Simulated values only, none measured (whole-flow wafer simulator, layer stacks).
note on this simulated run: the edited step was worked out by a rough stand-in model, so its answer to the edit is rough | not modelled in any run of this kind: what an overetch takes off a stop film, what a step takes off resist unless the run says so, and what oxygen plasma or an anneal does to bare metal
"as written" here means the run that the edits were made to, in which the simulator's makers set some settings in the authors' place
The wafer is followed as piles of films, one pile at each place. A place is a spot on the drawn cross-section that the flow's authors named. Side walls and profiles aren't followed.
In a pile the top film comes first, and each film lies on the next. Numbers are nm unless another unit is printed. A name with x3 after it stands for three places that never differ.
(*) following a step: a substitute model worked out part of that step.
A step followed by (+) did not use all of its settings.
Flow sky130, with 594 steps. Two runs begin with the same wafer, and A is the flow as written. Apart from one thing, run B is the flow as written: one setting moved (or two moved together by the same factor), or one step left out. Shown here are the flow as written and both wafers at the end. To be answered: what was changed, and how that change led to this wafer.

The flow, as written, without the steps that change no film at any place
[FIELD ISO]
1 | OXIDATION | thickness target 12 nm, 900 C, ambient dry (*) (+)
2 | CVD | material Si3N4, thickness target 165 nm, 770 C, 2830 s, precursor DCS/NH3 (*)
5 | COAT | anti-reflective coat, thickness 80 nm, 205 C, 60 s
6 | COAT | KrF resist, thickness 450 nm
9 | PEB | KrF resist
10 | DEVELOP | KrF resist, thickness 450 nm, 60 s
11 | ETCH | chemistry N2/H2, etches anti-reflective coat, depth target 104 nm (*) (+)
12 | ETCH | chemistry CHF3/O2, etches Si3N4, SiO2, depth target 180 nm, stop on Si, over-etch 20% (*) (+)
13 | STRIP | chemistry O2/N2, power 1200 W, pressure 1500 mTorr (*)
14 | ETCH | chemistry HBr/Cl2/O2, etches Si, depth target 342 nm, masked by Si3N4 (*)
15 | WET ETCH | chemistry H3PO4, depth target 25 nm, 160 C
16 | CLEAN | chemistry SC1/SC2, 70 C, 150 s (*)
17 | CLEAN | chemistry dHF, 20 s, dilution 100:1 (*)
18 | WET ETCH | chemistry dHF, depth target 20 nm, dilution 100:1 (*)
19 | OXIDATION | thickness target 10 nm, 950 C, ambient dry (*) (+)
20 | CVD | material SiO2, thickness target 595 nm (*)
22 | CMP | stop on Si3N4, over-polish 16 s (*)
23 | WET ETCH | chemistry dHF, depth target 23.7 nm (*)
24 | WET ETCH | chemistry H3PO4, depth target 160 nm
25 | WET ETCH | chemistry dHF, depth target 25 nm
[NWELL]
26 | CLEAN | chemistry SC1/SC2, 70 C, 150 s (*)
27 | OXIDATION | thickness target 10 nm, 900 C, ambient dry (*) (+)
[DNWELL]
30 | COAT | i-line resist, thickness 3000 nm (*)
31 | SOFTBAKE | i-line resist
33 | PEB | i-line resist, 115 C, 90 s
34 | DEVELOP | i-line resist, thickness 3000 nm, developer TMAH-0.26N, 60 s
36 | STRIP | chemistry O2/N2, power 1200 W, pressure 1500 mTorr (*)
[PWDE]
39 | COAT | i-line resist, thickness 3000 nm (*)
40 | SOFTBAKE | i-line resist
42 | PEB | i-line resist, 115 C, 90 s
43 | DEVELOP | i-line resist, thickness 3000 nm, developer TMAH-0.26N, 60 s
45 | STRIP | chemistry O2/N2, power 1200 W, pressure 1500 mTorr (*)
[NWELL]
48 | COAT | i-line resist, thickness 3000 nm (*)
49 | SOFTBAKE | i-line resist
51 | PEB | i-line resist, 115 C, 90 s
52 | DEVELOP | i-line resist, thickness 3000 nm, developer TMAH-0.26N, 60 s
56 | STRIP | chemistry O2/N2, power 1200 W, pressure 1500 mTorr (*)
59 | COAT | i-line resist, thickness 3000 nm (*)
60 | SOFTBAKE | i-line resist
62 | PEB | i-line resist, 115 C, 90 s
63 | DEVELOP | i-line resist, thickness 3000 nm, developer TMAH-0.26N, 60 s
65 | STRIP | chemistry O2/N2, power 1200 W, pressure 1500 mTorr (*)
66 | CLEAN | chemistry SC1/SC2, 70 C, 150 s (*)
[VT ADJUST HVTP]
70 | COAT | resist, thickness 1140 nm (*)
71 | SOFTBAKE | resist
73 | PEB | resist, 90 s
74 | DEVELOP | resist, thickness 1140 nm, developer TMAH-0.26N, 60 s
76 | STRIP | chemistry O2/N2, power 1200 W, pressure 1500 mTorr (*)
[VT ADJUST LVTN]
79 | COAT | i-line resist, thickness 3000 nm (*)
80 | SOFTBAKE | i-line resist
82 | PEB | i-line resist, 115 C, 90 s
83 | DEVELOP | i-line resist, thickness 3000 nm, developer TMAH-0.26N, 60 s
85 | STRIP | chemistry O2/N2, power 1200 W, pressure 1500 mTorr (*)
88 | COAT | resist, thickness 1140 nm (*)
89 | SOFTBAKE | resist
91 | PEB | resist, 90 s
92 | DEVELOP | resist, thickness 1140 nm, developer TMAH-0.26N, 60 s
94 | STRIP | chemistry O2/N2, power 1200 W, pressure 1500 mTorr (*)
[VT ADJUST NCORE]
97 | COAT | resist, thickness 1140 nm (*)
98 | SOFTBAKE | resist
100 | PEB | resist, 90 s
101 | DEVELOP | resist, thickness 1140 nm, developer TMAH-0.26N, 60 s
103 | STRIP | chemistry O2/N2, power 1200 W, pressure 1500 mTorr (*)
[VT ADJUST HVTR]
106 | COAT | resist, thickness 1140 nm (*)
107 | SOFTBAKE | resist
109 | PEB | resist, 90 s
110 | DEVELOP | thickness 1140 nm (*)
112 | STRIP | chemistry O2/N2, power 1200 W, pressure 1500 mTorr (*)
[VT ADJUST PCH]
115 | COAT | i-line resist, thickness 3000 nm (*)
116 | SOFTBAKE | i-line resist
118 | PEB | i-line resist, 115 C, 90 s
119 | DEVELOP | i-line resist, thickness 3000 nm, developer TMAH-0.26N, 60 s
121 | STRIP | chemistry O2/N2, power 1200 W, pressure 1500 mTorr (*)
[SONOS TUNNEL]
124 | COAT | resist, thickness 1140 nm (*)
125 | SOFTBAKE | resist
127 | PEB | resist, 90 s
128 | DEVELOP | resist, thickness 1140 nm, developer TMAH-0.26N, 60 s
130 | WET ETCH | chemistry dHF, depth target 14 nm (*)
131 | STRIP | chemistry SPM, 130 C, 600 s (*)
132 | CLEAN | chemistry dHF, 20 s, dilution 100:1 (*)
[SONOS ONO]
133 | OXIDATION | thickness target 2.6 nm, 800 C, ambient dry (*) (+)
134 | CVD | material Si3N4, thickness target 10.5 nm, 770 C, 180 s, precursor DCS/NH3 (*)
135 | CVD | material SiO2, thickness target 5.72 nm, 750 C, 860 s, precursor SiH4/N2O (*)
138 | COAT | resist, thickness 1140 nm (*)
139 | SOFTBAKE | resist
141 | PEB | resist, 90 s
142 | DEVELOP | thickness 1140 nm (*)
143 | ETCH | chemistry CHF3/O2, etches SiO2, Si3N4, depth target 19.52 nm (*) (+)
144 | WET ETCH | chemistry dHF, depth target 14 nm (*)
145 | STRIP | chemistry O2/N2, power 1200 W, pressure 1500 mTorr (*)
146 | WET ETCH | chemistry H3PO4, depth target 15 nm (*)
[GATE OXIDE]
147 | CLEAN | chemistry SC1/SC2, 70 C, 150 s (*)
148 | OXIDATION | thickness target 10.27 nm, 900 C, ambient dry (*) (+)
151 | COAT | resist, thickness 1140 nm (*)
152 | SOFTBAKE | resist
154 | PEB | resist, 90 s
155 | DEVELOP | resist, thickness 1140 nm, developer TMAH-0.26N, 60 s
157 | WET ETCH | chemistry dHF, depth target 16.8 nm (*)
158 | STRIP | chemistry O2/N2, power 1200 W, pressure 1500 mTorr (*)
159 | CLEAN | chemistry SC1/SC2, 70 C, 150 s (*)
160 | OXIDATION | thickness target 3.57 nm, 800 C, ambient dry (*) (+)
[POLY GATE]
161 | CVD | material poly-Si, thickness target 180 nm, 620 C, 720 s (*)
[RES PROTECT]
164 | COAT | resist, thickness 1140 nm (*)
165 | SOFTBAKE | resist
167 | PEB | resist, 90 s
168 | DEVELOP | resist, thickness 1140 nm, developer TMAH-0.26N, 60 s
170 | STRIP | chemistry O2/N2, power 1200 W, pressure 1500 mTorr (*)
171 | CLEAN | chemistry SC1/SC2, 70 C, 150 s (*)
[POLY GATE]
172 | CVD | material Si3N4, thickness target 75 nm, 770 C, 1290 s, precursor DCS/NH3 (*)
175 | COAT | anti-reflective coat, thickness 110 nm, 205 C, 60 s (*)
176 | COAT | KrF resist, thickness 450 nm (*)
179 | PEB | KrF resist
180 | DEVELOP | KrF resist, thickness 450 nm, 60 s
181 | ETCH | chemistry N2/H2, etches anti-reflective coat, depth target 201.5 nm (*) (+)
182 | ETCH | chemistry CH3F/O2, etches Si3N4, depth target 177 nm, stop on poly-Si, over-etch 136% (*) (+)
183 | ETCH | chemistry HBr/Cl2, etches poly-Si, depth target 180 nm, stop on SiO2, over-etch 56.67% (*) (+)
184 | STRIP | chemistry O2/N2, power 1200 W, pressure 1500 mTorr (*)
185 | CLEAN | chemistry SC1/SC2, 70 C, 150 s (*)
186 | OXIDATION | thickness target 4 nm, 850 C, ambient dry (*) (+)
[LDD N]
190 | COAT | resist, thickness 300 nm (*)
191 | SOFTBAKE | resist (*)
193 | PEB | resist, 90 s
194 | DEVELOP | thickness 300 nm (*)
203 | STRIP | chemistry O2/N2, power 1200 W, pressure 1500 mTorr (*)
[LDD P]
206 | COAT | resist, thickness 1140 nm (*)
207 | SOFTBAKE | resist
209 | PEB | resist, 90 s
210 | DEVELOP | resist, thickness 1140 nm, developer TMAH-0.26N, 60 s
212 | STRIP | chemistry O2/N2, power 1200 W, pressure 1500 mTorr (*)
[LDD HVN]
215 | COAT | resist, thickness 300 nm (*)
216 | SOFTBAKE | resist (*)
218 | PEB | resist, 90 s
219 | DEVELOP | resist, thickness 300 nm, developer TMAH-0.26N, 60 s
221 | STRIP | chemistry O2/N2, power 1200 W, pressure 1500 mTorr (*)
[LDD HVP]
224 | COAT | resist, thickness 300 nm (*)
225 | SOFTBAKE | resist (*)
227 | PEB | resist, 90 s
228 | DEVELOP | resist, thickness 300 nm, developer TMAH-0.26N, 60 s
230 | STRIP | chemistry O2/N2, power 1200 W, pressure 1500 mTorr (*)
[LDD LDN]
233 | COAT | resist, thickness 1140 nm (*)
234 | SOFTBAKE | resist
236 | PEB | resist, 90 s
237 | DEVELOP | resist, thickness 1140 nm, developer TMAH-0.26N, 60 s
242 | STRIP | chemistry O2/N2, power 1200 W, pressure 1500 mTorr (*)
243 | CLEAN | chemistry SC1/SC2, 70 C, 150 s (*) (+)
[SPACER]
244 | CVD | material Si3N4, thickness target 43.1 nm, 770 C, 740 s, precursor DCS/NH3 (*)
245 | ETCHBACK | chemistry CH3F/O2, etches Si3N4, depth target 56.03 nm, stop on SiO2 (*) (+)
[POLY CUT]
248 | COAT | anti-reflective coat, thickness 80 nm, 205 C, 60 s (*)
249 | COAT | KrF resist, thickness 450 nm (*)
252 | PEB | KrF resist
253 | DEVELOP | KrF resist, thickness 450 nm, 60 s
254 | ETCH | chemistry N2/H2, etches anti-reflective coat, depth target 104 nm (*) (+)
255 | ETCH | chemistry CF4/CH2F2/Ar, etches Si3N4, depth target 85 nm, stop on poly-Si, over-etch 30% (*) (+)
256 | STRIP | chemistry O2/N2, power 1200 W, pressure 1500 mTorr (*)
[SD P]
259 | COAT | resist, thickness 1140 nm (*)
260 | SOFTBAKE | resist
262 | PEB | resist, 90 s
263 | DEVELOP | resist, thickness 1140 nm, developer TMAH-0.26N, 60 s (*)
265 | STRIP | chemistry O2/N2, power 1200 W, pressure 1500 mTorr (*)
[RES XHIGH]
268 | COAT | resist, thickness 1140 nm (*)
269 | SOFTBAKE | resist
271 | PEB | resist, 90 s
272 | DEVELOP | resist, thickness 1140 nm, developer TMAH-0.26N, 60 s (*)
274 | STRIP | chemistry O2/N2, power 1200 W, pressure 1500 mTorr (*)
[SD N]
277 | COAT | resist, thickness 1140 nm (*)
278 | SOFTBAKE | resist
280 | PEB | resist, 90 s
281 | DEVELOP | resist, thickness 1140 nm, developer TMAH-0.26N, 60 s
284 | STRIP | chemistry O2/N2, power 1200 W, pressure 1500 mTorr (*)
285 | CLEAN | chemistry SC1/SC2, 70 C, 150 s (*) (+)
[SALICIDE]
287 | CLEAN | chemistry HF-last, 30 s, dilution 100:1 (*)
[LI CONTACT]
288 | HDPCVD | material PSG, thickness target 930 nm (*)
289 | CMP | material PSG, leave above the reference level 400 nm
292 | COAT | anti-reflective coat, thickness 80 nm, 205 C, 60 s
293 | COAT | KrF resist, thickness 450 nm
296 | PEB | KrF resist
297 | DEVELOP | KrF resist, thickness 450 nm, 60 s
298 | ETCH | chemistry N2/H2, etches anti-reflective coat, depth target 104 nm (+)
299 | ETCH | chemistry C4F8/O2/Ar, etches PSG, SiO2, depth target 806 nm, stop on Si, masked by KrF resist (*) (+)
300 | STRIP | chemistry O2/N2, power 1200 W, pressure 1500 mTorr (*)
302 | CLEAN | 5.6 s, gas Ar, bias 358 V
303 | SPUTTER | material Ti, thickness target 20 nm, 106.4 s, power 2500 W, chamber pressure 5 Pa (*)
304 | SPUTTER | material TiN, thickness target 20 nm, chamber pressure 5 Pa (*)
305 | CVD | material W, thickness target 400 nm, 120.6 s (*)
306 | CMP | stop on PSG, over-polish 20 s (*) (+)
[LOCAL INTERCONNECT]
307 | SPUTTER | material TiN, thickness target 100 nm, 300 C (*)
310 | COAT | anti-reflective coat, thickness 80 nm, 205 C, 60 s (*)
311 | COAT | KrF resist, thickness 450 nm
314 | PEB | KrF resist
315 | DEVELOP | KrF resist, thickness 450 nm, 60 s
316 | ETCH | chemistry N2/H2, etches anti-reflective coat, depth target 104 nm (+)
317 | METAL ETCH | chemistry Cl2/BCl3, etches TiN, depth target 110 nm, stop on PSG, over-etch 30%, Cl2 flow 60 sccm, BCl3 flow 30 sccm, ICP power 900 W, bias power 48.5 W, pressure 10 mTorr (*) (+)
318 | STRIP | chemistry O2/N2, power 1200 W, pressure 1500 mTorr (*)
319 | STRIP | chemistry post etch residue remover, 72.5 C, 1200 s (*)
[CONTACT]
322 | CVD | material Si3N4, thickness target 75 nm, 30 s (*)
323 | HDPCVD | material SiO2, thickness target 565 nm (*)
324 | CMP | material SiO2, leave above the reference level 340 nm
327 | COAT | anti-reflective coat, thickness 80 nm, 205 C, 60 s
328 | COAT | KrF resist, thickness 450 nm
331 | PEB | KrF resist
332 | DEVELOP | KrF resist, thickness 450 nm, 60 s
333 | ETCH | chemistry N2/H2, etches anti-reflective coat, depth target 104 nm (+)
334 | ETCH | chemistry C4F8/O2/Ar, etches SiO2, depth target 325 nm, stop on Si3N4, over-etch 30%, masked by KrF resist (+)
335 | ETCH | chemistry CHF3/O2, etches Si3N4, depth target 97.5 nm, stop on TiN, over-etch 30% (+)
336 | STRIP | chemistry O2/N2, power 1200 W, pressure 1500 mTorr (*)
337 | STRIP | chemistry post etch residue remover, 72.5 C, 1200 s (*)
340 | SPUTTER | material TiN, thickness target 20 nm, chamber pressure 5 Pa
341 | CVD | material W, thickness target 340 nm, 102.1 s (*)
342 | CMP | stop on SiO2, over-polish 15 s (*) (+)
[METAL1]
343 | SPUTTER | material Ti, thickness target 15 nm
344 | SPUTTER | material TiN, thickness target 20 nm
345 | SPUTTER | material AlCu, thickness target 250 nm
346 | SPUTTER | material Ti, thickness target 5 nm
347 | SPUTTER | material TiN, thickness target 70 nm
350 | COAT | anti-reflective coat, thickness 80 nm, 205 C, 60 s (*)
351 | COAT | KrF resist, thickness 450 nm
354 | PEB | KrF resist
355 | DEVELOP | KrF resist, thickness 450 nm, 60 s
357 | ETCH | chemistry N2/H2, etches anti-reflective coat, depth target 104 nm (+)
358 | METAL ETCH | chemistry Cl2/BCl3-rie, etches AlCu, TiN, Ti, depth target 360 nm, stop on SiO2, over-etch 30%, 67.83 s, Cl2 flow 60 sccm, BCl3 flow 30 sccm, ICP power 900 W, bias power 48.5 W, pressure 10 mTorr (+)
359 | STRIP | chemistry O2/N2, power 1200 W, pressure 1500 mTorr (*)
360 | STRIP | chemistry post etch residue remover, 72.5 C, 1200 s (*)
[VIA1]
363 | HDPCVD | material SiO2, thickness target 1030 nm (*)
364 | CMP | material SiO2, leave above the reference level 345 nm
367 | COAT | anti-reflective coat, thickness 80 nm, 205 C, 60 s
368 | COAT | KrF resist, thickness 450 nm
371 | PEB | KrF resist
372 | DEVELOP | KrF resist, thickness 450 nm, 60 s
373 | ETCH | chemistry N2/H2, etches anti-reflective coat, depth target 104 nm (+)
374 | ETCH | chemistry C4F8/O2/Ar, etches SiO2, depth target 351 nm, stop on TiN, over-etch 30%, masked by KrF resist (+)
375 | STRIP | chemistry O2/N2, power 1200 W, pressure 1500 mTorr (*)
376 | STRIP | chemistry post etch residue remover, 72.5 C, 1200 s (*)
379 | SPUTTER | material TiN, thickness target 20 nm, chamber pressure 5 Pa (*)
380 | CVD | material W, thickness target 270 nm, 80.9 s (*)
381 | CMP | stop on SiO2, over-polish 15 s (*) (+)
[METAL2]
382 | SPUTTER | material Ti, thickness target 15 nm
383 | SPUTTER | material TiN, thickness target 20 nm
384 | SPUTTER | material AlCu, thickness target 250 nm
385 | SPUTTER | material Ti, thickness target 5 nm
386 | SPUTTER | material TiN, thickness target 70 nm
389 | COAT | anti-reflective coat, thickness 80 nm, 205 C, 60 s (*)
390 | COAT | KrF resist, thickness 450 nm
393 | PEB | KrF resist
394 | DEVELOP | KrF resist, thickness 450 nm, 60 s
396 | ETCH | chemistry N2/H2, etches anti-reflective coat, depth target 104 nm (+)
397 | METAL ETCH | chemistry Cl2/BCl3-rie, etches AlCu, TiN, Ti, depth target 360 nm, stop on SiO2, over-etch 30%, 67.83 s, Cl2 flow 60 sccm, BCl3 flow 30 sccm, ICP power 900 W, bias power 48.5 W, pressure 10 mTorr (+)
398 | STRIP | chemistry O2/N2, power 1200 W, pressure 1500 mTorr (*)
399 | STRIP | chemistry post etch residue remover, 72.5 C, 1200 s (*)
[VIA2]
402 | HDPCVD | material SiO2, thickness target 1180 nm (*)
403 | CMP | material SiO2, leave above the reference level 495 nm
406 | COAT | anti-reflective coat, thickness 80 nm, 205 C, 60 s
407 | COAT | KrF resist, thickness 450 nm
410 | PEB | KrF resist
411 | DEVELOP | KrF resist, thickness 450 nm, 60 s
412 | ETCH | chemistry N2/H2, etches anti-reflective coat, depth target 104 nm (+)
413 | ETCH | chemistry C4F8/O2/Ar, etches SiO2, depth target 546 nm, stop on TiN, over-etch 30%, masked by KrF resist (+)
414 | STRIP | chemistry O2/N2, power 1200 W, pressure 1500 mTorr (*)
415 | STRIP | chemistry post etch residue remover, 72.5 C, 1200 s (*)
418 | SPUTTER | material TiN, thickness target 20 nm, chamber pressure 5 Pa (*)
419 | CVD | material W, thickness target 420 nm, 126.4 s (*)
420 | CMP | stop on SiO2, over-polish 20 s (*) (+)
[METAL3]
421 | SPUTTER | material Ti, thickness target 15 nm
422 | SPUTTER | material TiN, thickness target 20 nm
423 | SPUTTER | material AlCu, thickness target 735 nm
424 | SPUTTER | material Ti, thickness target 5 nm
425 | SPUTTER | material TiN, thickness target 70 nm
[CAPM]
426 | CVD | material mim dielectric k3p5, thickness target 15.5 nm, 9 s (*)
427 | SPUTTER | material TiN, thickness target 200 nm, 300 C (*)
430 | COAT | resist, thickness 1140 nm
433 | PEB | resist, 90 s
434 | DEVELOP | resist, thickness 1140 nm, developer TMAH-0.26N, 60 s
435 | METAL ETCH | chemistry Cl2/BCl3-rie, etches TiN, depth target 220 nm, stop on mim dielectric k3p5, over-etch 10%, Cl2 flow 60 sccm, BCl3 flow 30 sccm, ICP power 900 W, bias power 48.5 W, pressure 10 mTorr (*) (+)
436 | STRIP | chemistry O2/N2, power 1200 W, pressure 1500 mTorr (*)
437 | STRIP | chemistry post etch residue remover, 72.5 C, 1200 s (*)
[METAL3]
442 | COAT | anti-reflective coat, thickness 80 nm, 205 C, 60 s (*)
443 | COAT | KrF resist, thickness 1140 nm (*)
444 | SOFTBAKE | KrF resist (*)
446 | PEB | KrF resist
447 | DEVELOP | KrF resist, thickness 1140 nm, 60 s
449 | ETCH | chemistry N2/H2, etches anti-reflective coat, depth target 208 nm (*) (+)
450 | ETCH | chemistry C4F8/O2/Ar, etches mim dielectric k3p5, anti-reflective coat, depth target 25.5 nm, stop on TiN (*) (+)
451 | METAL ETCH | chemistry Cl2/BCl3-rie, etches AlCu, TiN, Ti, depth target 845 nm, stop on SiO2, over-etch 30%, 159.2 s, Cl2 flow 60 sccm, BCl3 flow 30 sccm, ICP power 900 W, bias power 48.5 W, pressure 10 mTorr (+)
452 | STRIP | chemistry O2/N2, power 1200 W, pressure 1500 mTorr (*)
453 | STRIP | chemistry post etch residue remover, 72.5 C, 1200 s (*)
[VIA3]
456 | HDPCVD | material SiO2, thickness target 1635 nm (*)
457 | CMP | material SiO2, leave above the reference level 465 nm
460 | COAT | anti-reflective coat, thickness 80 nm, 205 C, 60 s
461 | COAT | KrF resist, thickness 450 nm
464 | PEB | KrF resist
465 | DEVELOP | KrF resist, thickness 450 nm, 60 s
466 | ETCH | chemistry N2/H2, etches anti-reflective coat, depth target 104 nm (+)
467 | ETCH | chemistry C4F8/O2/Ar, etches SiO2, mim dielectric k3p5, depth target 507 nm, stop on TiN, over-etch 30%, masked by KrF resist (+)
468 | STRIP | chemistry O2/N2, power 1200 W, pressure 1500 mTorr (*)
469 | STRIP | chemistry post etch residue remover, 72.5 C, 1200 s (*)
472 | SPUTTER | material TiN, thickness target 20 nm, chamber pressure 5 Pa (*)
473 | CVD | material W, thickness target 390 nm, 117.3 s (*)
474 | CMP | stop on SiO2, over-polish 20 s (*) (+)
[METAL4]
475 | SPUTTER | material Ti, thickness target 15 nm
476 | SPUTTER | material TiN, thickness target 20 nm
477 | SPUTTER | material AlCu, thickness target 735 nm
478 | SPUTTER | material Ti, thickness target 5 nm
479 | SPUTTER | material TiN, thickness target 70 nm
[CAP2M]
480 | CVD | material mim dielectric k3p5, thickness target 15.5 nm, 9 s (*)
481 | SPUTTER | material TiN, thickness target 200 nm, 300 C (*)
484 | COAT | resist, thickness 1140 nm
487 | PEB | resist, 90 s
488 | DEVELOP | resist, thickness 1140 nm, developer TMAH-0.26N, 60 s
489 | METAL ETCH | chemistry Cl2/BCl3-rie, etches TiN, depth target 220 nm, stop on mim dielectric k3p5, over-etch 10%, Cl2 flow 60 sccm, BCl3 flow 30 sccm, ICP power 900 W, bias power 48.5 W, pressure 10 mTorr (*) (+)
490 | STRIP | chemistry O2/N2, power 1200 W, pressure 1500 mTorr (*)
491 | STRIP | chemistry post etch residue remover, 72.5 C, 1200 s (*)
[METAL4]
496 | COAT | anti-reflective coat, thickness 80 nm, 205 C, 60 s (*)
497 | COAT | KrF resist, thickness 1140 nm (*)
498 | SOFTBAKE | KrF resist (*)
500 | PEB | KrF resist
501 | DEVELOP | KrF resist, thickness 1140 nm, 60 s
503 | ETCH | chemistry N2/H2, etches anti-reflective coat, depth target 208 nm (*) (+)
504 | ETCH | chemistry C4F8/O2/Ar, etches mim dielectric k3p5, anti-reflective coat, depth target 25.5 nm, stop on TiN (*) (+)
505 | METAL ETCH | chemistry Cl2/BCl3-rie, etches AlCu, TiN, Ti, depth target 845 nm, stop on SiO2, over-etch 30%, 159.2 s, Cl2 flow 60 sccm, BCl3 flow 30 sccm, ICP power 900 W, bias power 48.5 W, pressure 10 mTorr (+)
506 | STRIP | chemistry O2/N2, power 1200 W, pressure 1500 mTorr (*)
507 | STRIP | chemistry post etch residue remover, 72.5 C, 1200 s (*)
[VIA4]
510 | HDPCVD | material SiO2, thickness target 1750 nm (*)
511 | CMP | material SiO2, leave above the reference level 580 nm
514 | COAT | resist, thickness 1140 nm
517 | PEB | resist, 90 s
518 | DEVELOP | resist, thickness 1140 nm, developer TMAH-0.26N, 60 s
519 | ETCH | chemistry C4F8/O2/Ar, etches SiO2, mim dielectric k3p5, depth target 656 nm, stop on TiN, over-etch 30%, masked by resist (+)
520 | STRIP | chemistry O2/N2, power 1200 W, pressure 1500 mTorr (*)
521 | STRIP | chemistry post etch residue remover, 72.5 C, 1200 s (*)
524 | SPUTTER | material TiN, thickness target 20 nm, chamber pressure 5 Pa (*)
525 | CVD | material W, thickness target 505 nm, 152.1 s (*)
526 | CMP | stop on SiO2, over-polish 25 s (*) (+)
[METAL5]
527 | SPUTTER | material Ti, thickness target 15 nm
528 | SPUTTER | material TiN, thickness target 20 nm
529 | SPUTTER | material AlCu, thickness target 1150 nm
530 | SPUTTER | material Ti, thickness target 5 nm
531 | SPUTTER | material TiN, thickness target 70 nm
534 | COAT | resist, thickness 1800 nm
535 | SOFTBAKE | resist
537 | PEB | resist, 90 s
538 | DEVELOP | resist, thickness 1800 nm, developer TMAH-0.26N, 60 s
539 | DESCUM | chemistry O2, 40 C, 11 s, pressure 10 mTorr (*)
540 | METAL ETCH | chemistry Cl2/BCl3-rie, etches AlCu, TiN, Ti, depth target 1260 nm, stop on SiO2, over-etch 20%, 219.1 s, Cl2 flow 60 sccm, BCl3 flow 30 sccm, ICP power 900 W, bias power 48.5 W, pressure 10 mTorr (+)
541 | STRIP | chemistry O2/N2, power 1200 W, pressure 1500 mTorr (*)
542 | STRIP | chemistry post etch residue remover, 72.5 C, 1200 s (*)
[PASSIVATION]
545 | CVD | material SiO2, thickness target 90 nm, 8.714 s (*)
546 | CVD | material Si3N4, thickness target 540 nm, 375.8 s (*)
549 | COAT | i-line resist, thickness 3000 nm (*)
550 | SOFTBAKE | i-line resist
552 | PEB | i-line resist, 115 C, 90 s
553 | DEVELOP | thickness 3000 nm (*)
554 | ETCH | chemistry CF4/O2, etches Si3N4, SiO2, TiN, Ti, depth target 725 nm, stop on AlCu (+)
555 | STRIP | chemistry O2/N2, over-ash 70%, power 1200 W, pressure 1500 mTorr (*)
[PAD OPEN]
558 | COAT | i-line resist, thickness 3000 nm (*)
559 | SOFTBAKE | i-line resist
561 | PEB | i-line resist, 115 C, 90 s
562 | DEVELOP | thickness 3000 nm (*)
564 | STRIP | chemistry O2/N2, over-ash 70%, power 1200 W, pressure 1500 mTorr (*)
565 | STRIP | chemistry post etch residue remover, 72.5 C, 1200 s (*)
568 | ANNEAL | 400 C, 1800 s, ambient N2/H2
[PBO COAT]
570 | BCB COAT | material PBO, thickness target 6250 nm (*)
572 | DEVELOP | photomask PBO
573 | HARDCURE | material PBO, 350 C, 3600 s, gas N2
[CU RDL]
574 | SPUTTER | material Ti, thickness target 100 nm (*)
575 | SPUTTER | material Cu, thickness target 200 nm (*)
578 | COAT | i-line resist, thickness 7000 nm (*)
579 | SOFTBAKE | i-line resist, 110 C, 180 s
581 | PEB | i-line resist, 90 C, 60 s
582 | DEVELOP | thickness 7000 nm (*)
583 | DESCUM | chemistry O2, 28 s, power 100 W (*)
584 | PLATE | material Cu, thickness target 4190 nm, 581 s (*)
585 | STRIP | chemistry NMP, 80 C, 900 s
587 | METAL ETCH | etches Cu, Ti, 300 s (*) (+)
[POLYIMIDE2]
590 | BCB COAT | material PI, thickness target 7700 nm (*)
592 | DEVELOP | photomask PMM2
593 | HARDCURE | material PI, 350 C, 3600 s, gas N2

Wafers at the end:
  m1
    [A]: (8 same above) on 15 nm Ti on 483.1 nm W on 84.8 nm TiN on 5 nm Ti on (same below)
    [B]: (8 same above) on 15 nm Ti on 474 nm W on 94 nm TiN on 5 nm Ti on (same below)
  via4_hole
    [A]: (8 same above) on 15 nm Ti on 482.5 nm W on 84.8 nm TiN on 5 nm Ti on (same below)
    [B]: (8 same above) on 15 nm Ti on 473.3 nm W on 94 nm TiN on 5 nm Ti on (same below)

What caused this: step 524, SPUTTER: thickness target 32 nm was run, whereas the flow has thickness target 20 nm.

How this came from the change, step by step:
  524 | SPUTTER | material TiN, thickness target 20 nm, chamber pressure 5 Pa (*)
      field, active, n_well and 188 more: A +20 TiN (new film) | B +32 TiN (new film)
      m1, via4_hole: A +15.3 TiN | B +24.4 TiN
  526 | CMP | stop on SiO2, over-polish 25 s (*) (+)
      field, active, n_well and 188 more: A -505 W (all of it), -20 TiN (all of it), -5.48 SiO2 | B -505 W (all of it), -32 TiN (all of it), -5.48 SiO2
      m1, via4_hole: A -532.7 W | B -544.7 W
